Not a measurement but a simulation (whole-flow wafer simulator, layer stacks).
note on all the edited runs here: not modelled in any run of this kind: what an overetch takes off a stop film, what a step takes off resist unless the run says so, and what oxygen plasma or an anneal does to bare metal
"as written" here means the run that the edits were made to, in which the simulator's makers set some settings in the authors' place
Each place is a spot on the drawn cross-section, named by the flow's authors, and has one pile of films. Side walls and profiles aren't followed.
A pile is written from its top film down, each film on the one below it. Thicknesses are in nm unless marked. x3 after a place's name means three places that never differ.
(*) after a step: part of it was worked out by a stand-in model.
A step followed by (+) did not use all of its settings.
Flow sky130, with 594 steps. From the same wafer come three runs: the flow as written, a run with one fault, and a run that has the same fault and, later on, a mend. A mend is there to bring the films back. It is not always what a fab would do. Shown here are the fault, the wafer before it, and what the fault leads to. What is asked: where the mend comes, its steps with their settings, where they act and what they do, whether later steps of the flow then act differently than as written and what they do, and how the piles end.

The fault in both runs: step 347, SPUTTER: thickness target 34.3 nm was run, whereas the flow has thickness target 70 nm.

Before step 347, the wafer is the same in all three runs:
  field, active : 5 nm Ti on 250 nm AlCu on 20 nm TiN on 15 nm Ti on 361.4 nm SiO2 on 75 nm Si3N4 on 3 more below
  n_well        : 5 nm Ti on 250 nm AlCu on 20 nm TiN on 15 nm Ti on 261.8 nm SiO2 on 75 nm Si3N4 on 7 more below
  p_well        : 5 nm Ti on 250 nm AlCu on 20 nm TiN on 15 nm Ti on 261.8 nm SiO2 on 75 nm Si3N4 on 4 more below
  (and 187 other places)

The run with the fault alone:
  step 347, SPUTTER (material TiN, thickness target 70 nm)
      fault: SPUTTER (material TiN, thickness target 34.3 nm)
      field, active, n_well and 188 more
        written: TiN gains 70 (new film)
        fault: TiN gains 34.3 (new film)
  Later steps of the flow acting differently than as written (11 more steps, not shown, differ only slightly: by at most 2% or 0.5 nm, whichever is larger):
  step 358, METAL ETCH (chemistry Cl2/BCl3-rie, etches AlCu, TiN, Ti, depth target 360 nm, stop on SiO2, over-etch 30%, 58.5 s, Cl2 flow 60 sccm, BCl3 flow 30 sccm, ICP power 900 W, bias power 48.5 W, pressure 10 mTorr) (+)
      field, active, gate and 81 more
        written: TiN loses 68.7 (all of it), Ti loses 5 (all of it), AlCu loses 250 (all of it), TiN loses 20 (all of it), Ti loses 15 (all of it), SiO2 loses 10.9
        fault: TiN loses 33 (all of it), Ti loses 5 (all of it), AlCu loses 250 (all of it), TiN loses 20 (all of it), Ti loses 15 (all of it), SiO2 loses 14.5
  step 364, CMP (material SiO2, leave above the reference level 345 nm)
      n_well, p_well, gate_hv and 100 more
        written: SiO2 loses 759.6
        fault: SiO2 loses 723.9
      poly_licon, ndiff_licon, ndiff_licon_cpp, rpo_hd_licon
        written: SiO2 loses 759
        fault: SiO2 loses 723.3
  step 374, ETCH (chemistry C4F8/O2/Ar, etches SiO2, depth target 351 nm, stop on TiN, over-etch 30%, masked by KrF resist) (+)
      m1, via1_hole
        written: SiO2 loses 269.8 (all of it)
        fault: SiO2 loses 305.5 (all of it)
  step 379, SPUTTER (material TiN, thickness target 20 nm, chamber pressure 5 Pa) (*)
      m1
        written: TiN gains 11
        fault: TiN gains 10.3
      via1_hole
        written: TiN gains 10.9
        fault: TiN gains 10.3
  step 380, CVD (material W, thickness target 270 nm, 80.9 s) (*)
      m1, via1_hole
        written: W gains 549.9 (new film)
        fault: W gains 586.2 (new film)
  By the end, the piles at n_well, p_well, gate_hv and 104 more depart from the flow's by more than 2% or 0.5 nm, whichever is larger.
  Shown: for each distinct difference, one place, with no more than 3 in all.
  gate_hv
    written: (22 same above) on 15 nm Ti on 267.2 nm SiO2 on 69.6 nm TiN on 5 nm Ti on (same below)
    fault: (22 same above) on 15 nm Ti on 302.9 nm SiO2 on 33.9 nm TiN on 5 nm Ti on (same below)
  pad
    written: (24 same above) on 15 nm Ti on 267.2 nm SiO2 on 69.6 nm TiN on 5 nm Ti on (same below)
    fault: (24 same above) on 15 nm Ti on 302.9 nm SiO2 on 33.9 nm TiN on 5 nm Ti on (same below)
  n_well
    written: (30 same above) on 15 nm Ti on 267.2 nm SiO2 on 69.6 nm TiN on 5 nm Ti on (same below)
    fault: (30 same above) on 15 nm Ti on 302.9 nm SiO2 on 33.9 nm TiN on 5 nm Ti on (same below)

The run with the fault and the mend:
  After step 347 comes the mend.
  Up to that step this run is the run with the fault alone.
  step 347a, SPUTTER (material TiN, thickness target 35.7 nm) (the flow's step 347, run once more with other settings)
      field, active, n_well and 188 more
        TiN gains 35.7
  Every later step of the flow that is run acts as written, at every place that is followed, to within 2% or 0.5 nm, whichever is larger.
  At every place that both follow, the piles at the end match the flow's.
